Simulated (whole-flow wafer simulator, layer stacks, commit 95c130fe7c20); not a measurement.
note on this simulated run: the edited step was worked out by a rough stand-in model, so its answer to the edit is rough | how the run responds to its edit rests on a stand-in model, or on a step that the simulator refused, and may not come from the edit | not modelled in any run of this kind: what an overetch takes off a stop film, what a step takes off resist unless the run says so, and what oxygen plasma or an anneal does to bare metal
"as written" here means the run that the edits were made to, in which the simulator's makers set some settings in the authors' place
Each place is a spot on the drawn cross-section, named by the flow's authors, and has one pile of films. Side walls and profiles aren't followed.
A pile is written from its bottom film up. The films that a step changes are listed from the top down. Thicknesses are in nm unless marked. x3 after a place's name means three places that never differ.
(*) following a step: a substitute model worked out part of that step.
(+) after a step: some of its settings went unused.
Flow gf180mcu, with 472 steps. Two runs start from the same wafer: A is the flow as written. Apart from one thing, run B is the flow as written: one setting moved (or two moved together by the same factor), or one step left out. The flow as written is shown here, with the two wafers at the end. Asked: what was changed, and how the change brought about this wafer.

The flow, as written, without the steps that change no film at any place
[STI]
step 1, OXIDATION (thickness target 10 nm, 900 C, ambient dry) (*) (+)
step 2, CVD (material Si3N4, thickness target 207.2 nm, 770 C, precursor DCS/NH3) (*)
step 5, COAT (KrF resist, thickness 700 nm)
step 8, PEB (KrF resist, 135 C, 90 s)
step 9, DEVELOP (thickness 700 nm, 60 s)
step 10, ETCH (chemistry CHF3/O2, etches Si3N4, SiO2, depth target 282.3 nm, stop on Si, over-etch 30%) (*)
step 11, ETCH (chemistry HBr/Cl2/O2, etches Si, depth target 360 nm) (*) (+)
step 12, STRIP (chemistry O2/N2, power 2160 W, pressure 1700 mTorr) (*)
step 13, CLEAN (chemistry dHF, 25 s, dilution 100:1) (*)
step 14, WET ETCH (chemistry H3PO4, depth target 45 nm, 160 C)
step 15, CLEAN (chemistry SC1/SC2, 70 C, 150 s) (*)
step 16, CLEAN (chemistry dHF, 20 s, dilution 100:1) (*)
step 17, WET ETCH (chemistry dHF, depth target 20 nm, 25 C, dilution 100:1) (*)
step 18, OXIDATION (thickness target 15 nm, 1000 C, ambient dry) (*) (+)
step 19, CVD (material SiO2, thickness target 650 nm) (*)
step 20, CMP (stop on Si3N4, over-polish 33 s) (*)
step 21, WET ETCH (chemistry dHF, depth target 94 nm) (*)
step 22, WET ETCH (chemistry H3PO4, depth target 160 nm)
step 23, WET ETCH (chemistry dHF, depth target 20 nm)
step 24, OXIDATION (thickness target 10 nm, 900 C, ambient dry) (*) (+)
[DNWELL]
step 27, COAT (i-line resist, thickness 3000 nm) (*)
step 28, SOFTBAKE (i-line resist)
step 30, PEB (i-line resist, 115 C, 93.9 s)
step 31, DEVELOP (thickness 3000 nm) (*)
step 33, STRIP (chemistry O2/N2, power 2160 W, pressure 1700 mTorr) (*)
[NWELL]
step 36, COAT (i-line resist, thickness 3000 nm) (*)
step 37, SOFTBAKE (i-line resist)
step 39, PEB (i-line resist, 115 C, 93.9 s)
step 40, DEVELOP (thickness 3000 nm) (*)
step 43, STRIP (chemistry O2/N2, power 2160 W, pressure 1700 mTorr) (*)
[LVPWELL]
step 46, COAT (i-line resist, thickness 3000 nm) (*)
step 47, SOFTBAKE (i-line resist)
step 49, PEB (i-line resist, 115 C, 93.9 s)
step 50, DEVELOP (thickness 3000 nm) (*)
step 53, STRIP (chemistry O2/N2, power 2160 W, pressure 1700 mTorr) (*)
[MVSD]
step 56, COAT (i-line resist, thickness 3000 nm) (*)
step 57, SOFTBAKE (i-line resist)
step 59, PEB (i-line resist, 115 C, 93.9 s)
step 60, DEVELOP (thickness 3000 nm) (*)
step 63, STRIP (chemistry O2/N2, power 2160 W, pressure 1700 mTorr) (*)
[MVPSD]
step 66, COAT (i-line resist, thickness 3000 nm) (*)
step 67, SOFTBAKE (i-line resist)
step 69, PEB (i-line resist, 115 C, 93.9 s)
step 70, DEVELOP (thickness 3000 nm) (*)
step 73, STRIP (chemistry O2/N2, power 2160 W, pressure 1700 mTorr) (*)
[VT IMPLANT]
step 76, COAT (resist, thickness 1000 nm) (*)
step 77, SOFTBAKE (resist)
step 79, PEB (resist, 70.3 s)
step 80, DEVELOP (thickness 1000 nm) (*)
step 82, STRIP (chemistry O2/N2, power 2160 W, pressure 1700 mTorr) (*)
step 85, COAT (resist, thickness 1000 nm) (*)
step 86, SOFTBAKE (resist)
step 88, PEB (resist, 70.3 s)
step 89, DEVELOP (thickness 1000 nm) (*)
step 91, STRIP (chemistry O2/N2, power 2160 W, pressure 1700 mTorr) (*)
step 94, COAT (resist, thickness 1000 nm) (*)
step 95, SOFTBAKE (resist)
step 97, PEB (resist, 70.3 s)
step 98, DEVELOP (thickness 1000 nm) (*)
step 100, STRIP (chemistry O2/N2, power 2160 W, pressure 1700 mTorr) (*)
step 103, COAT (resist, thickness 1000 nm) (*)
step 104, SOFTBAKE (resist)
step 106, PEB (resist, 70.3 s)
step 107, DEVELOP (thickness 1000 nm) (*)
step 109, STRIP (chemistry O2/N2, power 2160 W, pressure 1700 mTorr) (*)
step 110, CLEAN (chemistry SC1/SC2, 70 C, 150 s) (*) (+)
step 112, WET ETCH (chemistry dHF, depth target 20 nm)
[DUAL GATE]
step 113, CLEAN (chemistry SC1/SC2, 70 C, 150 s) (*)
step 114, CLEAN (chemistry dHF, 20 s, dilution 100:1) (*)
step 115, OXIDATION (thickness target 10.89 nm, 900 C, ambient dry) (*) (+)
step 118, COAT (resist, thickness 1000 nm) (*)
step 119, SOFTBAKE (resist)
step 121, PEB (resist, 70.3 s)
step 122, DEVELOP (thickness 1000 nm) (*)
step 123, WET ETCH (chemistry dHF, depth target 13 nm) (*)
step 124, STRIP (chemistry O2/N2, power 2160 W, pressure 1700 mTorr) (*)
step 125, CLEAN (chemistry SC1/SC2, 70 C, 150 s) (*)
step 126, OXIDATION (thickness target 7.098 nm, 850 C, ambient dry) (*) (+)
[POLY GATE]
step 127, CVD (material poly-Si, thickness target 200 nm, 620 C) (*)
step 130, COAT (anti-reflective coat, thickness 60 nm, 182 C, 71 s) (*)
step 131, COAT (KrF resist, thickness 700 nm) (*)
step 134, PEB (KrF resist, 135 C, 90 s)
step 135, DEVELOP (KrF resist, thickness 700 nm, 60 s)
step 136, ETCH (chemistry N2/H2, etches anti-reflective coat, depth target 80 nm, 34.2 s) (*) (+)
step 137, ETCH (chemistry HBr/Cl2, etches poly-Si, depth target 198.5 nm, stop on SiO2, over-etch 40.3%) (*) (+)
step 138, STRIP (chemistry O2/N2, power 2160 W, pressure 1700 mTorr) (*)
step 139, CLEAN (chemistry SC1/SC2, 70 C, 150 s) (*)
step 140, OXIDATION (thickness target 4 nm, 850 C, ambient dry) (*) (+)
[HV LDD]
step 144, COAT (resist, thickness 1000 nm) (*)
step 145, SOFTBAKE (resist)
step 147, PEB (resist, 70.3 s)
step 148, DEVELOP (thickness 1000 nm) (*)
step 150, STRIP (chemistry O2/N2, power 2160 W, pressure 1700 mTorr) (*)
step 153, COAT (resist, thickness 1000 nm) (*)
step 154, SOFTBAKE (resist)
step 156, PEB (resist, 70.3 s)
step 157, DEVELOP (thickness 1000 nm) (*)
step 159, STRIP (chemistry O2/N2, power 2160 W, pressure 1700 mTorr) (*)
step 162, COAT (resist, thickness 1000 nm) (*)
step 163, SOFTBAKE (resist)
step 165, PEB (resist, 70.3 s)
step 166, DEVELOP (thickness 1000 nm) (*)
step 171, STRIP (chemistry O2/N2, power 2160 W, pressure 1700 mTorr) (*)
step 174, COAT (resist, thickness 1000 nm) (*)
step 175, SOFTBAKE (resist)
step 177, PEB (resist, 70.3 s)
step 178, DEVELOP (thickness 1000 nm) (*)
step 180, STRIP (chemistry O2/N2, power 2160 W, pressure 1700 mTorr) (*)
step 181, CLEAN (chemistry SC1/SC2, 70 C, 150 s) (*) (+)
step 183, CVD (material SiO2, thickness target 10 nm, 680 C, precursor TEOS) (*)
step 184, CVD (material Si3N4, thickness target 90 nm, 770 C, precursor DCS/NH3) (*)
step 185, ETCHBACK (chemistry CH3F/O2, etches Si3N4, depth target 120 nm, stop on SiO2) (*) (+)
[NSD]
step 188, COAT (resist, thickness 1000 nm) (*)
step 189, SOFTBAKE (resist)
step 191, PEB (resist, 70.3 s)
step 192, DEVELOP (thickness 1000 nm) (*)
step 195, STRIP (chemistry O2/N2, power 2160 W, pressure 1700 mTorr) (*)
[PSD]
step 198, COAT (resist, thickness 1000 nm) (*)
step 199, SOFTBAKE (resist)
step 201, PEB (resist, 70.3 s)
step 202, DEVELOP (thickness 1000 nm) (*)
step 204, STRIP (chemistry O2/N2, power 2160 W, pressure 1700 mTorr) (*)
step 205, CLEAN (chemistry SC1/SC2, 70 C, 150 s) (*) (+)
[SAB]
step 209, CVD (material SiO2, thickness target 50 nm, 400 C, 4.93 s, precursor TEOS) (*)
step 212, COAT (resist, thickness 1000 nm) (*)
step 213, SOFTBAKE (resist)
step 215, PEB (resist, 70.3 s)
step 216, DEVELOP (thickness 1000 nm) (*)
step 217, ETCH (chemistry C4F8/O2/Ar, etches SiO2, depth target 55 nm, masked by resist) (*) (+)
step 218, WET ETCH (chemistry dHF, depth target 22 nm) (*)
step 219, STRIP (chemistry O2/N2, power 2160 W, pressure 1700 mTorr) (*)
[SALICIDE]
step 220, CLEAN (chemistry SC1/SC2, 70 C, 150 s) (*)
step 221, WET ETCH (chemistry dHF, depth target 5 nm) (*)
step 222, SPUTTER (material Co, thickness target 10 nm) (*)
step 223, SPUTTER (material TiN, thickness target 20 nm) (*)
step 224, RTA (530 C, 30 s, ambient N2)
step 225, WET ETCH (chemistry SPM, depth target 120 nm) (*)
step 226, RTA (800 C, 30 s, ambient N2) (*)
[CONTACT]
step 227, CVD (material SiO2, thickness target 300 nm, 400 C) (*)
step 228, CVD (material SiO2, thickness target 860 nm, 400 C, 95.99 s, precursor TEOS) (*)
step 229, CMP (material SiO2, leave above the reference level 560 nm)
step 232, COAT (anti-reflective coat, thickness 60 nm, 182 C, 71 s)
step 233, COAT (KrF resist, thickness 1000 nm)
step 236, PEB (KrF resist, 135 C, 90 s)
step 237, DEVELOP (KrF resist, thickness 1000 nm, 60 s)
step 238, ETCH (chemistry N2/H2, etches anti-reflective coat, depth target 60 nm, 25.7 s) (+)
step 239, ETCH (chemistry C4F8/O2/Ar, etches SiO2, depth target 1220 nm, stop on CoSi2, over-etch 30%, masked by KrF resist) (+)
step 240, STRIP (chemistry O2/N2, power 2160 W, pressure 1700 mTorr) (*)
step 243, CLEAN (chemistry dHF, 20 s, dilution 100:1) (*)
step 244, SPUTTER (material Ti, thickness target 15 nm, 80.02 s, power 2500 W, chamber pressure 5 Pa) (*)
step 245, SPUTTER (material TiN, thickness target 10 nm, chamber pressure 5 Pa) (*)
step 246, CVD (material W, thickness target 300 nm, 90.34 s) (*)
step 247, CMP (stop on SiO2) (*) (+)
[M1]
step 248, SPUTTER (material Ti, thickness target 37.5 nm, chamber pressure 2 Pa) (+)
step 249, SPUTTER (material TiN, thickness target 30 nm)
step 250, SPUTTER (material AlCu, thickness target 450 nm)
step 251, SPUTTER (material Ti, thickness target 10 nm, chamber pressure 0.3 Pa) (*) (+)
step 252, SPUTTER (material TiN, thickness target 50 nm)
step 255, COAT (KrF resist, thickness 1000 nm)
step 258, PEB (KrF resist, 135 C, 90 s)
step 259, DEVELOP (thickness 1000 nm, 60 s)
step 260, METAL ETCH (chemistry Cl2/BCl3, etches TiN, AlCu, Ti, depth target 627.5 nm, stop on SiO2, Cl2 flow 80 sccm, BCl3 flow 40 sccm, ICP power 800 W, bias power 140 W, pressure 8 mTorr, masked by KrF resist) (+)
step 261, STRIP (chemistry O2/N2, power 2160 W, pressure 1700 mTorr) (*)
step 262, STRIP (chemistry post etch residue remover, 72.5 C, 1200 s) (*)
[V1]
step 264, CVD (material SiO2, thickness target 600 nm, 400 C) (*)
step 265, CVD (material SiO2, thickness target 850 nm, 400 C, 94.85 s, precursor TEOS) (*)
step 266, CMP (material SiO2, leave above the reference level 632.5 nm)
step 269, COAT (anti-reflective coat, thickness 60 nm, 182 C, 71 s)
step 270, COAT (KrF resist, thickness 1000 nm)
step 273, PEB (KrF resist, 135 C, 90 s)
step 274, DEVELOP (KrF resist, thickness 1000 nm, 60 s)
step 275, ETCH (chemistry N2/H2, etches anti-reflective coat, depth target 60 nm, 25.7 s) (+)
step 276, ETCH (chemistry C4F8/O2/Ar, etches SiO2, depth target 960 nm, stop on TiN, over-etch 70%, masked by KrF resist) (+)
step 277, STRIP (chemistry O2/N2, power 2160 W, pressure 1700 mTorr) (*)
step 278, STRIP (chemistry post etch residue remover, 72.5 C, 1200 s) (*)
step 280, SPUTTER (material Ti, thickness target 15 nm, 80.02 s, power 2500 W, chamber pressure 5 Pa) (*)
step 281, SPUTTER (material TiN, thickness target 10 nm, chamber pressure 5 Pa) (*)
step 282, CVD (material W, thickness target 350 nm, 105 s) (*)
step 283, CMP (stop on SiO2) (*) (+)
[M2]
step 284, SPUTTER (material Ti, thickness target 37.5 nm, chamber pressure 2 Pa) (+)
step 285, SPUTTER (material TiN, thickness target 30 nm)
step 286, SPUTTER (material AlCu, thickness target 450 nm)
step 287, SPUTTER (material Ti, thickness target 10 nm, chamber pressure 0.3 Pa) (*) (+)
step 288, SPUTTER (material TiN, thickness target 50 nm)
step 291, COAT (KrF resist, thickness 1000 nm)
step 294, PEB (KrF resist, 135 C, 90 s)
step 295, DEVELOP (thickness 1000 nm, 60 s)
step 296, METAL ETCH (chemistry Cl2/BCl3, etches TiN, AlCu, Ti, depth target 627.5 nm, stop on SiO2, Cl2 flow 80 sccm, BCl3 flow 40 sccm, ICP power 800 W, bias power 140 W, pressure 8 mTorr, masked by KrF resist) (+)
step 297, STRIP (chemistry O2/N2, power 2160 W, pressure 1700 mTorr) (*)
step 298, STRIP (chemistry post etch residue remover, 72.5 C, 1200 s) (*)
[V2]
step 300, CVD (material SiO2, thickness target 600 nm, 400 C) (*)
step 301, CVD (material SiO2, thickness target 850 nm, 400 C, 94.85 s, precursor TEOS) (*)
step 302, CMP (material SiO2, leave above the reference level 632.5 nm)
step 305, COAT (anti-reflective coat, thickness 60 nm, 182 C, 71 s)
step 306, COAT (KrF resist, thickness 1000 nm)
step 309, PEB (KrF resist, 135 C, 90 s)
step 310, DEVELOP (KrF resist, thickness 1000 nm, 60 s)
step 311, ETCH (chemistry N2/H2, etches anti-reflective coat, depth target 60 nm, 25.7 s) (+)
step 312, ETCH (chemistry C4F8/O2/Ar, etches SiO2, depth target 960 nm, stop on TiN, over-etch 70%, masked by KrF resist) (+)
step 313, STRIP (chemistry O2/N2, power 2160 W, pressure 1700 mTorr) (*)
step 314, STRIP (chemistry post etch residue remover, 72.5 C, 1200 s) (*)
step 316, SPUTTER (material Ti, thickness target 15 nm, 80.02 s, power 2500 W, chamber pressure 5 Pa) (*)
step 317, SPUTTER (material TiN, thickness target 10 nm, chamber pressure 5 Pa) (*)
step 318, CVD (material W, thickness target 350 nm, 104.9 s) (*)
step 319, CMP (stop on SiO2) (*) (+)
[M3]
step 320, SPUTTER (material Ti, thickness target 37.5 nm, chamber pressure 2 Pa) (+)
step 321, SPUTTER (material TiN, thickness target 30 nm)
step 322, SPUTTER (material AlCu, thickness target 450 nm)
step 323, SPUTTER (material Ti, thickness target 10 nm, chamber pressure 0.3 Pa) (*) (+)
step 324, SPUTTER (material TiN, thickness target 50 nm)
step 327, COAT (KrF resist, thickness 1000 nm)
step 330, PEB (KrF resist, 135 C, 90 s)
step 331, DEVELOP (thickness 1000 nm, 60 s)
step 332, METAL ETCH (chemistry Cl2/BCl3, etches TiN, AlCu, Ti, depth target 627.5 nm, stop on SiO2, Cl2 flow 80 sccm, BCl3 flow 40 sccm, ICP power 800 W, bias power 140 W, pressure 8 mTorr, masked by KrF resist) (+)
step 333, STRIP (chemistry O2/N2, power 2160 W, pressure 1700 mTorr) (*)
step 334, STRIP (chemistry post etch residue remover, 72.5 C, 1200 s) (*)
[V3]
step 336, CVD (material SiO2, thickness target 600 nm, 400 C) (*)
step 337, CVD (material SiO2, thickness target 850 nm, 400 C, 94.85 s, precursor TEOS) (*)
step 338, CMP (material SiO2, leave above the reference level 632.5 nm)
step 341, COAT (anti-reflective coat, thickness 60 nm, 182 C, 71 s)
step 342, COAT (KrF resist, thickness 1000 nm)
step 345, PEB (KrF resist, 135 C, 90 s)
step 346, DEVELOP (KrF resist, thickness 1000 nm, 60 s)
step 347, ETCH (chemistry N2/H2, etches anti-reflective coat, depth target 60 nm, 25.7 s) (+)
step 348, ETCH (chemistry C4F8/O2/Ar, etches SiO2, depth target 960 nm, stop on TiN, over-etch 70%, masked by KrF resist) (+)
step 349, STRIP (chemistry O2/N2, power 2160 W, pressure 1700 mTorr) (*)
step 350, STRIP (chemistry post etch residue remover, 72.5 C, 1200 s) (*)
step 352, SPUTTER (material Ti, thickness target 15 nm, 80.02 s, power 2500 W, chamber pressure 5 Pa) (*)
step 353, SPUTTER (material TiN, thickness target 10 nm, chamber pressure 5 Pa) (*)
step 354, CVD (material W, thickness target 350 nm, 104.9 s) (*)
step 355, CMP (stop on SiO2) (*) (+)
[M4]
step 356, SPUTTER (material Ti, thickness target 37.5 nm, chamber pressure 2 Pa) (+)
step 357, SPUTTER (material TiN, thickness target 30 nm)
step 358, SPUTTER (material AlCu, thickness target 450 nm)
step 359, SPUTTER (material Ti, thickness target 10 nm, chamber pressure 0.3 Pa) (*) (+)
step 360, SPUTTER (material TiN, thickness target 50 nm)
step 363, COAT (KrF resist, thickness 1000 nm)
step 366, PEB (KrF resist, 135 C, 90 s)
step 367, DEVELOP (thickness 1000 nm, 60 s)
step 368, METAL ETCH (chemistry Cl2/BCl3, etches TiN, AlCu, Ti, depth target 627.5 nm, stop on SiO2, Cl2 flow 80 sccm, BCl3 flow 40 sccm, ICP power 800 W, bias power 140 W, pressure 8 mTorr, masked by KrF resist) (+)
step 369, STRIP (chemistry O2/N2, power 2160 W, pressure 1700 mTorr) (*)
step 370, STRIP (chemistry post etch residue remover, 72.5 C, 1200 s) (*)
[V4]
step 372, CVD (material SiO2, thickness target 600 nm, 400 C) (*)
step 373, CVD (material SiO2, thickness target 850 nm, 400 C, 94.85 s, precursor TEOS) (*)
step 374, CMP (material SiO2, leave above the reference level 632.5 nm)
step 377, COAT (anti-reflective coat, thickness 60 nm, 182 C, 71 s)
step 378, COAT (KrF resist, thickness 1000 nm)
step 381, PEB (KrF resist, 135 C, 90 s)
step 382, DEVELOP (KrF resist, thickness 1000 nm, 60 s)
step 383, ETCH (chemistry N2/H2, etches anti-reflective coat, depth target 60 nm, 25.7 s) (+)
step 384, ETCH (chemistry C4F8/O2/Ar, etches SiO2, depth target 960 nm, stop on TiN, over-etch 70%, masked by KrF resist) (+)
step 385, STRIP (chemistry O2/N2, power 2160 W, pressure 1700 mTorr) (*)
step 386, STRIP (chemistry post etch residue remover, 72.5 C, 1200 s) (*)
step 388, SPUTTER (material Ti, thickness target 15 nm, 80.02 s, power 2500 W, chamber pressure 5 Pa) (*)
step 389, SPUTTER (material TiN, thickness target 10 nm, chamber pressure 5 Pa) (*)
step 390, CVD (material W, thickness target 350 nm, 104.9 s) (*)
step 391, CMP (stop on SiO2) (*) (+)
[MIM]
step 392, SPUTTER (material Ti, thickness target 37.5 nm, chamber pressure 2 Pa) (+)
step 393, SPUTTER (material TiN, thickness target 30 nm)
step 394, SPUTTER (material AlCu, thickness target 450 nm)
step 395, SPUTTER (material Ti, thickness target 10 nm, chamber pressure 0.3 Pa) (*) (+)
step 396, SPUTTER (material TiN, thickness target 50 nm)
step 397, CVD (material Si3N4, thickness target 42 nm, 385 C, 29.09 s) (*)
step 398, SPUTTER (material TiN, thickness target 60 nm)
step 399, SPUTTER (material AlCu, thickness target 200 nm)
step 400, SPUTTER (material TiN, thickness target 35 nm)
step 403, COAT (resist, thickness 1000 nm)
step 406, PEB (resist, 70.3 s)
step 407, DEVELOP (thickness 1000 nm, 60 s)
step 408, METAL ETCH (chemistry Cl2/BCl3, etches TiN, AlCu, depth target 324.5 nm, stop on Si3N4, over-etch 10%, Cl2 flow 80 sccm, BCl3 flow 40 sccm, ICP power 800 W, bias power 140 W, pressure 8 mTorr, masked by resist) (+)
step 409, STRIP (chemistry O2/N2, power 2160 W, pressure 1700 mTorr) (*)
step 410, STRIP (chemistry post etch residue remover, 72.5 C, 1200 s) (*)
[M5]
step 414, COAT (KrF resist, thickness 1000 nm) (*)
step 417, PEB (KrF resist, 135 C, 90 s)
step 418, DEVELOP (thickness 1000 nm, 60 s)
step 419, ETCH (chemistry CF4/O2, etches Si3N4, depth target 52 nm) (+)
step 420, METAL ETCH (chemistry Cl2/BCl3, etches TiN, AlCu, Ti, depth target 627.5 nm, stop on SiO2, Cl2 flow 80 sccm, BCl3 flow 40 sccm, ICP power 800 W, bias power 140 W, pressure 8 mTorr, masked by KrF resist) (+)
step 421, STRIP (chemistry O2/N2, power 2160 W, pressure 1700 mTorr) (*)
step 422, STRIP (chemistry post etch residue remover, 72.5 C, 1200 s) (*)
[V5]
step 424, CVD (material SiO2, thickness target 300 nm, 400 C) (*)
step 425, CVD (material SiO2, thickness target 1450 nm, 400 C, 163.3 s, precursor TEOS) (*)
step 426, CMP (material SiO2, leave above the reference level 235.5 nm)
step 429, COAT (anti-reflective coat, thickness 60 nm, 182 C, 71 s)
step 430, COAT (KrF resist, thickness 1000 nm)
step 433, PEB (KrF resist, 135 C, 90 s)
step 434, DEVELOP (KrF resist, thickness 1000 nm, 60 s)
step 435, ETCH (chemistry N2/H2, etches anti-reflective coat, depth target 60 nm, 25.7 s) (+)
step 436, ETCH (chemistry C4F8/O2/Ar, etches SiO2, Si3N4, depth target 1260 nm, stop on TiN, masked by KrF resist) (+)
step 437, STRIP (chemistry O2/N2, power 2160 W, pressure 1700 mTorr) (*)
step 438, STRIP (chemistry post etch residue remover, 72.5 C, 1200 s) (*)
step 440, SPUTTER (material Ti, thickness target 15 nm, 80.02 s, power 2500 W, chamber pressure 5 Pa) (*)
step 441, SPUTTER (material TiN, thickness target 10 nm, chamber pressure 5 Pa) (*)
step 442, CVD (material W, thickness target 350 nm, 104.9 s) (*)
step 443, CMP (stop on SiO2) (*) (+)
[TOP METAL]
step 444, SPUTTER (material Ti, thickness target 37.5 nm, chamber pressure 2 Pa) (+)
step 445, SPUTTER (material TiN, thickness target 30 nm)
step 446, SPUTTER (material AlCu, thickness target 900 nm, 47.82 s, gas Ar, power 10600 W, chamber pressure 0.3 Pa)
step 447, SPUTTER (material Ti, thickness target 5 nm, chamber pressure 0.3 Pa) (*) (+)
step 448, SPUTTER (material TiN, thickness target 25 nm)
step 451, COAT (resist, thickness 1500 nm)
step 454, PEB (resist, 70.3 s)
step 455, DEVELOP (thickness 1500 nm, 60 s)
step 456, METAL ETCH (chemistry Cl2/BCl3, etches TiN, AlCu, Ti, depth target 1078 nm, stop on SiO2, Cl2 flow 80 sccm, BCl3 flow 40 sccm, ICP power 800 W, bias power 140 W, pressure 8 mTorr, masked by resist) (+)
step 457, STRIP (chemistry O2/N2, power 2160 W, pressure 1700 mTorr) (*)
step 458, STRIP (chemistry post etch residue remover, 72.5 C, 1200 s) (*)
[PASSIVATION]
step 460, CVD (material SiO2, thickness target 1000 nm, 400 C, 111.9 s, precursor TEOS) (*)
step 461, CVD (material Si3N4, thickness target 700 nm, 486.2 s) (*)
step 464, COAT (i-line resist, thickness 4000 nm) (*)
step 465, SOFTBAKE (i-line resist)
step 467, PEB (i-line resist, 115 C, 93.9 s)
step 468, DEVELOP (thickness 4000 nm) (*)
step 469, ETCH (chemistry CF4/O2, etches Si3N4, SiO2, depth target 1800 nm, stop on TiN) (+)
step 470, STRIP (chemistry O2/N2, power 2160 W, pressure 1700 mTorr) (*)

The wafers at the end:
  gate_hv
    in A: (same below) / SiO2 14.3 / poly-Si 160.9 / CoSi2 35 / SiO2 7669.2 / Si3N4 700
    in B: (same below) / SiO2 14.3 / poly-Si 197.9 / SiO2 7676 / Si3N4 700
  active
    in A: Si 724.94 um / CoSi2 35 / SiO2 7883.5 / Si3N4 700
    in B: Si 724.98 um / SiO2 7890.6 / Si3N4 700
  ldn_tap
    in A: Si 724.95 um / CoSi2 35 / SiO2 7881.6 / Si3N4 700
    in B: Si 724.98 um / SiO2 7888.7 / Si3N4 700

Cause: step 184, CVD: thickness target 123 nm was run, whereas the flow has thickness target 90 nm.

How this came from the change, step by step:
  step 184, CVD (material Si3N4, thickness target 90 nm, 770 C, precursor DCS/NH3) (*)
      field, field__w1, field__w2 and 101 more: A +90 Si3N4 (new film) | B +123 Si3N4 (new film)
  step 185, ETCHBACK (chemistry CH3F/O2, etches Si3N4, depth target 120 nm, stop on SiO2) (*) (+)
      field, field__w1, field__w2 and 100 more: A -90 Si3N4 (all of it), -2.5 SiO2 | B -120 Si3N4
  step 188, COAT (resist, thickness 1000 nm) (*)
      spacer: A +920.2 resist (new film) | B +893 resist (new film)
  step 189, SOFTBAKE (resist)
      field__w9: A +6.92 resist | B -3.09 resist
      field__w6: A +7.53 resist | B +8.07 resist
      (as well as at 12 more places)
  step 192, DEVELOP (thickness 1000 nm) (*)
      spacer: A -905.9 resist (all of it) | B -879.3 resist (all of it)
  step 198, COAT (resist, thickness 1000 nm) (*)
      spacer: A +920.2 resist (new film) | B +893 resist (new film)
  step 199, SOFTBAKE (resist)
      field__w9: A +6.92 resist | B -3.09 resist
      field__w6: A +7.53 resist | B +8.07 resist
      (as well as at 12 more places)
  step 204, STRIP (chemistry O2/N2, power 2160 W, pressure 1700 mTorr) (*)
      spacer: A -905.9 resist (all of it) | B -879.2 resist (all of it)
  step 205, CLEAN (chemistry SC1/SC2, 70 C, 150 s) (*) (+)
      field, field__w1, field__w2 and 105 more: A -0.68 SiO2 | B -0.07 Si3N4
  step 209, CVD (material SiO2, thickness target 50 nm, 400 C, 4.93 s, precursor TEOS) (*)
      field, field__w7, field__w8 and 73 more: A +50 SiO2 | B +50 SiO2 (new film)
      field_sub__w1, field_sub__w3, field_sub__w4, field_sub__w5, ld_drift_n: A +48.9 SiO2 | B +48.8 SiO2 (new film)
      (as well as at 27 more places)
  step 212, COAT (resist, thickness 1000 nm) (*)
      spacer: A +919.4 resist (new film) | B +892.5 resist (new film)
  step 213, SOFTBAKE (resist)
      npoly_sal: A -0.55 resist | B +0.22 resist
      field__w5: A +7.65 resist | B +8.4 resist
      (as well as at 8 more places)
  step 216, DEVELOP (thickness 1000 nm) (*)
      spacer: A -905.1 resist (all of it) | B -878.7 resist (all of it)
  step 217, ETCH (chemistry C4F8/O2/Ar, etches SiO2, depth target 55 nm, masked by resist) (*) (+)
      field, field__w7, field__w8 and 70 more: A -55 SiO2 | B -50 SiO2 (all of it), -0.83 Si3N4
      field_sub, field_sub__w2, ld_drn_n, ld_sd_p: A -55 SiO2 | B -48.7 SiO2 (all of it), -1.05 Si3N4
      (as well as at 22 more places)
  step 218, WET ETCH (chemistry dHF, depth target 22 nm) (*)
      gate, gate_hv, gate_p and 22 more: A -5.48 SiO2 (all of it) | B -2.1 Si3N4 (all of it), -4.4 SiO2
      field__w7, field__w8, field__w11 and 14 more: A -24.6 SiO2 | B -2.1 Si3N4 (all of it), -4.4 SiO2
      (as well as at 57 more places)
  step 219, STRIP (chemistry O2/N2, power 2160 W, pressure 1700 mTorr) (*)
      gate, gate_hv, gate_p and 23 more: A +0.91 chemical SiO2 (new film), -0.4 poly-Si | B nothing
      active, p_well, sd_n and 20 more: A +0.91 chemical SiO2 (new film), -0.4 Si | B nothing
  ... 13 further steps ...
  step 471, ANNEAL (400 C, 1800 s, ambient N2/H2)
      polyc_n, polyc_p: A nothing | B under 9 films: +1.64 void (new film), -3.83 Ti, +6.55 TiSi first (new film), -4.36 poly-Si
      contact: A nothing | B under 49 films: +1.62 void (new film), -3.83 Ti, +6.55 TiSi first (new film), -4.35 Si
With metal films that touch counted as one body, gate_hv has 0 bodies; the flow as written gives 1 body.
With metal films that touch counted as one body, active has 0 bodies; the flow as written gives 1 body.
With metal films that touch counted as one body, ldn_tap has 0 bodies; the flow as written gives 1 body.
